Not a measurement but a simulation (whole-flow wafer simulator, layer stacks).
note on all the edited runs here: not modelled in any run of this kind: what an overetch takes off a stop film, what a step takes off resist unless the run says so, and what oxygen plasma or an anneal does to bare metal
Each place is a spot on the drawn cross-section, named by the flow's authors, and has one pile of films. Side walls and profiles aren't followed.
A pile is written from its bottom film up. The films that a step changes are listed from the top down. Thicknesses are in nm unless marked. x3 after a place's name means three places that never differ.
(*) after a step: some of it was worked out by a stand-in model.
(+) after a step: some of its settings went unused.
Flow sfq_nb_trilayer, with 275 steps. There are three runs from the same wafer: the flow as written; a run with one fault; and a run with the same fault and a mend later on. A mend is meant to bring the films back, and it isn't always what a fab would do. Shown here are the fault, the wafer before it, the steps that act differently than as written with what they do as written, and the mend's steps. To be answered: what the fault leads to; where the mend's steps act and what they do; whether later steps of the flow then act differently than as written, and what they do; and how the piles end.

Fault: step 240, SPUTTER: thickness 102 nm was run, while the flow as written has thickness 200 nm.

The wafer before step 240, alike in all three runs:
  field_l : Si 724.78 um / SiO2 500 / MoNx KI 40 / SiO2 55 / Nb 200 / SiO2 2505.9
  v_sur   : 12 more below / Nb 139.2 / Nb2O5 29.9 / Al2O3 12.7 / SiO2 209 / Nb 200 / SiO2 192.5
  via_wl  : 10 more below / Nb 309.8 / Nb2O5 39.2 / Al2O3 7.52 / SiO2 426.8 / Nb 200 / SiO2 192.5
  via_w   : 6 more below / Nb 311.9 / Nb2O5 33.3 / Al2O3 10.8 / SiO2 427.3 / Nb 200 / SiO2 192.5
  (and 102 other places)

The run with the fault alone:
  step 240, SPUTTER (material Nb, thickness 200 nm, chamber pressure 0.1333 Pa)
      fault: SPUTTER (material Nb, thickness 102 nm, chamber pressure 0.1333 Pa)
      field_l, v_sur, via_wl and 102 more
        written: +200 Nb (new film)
        fault: +102 Nb (new film)
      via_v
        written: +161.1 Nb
        fault: +82 Nb
  Steps further on in the flow that do not act as written (3 other steps are not shown; they differ only slightly, by no more than 2% or 0.5 nm, whichever is larger):
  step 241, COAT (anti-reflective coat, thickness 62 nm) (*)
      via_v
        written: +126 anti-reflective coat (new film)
        fault: +120.6 anti-reflective coat (new film)
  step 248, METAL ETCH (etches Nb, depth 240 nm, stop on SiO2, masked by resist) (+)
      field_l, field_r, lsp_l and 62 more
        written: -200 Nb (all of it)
        fault: -102 Nb (all of it)
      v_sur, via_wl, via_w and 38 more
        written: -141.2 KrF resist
        fault: -90 KrF resist
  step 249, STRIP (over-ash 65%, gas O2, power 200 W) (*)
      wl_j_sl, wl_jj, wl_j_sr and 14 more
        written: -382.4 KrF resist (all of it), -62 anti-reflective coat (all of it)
        fault: -433.6 KrF resist (all of it), -62 anti-reflective coat (all of it)
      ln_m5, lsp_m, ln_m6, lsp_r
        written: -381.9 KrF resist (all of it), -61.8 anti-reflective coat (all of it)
        fault: -433.1 KrF resist (all of it), -61.8 anti-reflective coat (all of it)
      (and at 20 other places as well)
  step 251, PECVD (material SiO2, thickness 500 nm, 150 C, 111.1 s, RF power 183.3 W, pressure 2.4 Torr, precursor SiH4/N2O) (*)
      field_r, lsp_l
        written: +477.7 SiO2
        fault: +488.6 SiO2
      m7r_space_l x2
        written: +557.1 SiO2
        fault: +500 SiO2
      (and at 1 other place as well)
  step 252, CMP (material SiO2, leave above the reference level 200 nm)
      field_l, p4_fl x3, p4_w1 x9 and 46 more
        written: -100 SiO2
        fault: -198 SiO2
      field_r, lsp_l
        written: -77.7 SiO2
        fault: -186.6 SiO2
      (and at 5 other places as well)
  The piles end different from the flow's at field_l, v_sur, via_wl and 103 more by more than 2% or 0.5 nm, whichever is larger.
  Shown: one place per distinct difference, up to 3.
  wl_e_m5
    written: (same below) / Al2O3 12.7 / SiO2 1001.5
    fault: (same below) / Al2O3 12.7 / SiO2 903.5
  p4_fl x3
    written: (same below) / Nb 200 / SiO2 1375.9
    fault: (same below) / Nb 200 / SiO2 1277.9
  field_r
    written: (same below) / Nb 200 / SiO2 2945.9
    fault: (same below) / Nb 200 / SiO2 2847.9

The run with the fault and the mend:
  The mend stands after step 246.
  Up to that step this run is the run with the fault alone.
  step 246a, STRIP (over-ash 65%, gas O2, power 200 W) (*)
      p4_fl x3, p4_w1 x9, p4_g1 x2 and 46 more
        -62 anti-reflective coat (all of it)
      wl_j_sl, wl_jj, wl_j_sr and 14 more
        -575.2 KrF resist (all of it), -62 anti-reflective coat (all of it)
      field_r, lsp_l, l0_sur, l0v
        -61.8 anti-reflective coat (all of it)
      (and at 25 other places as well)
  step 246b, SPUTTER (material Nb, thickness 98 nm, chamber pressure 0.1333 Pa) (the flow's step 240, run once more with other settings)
      field_l, v_sur, via_wl and 102 more
        +98 Nb
      via_v
        +76.3 Nb
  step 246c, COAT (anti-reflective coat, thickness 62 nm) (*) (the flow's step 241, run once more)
      p4_fl x3, p4_w1 x9, p4_g1 x2 and 63 more
        +62 anti-reflective coat (new film)
      moat, field_r, lsp_l and 6 more
        +61.8 anti-reflective coat (new film)
      be_r, r_sur, res, r_end
        +61.7 anti-reflective coat (new film)
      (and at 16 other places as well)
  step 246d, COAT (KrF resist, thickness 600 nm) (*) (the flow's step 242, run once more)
      p4_fl x3, p4_w1 x9, p4_g1 x2 and 63 more
        +600 KrF resist (new film)
      field_r, lsp_l, ln_m5, lsp_m, l0v
        +599.5 KrF resist (new film)
      ln_m6, lsp_r, l0_sur
        +599.6 KrF resist (new film)
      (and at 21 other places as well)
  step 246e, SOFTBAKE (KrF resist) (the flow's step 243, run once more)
      leaves every film unchanged at each place that is followed
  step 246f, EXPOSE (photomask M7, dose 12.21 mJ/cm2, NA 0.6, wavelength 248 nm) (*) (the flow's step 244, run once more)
      leaves every film unchanged at each place that is followed
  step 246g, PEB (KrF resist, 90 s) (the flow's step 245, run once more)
      field_l, v_sur, via_wl and 97 more
        -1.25 KrF resist
      via_w, via_wr, via_sp, wire, be
        -1.24 KrF resist
      via_v
        -1.61 KrF resist
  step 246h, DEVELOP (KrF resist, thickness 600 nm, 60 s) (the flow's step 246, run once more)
      p4_fl x3, p4_w1 x9, p4_g1 x2 and 46 more
        -598.7 KrF resist (all of it)
      v_sur, via_wl, via_w and 38 more
        -23.5 KrF resist
      field_r, lsp_l
        -598.2 KrF resist (all of it)
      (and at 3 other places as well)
  Every later step of the flow that is run acts as written, at every place that is followed, to within 2% or 0.5 nm, whichever is larger.
  The piles end only slightly different from the flow's at the places that both follow, by no more than 2% or 0.5 nm, whichever is larger.
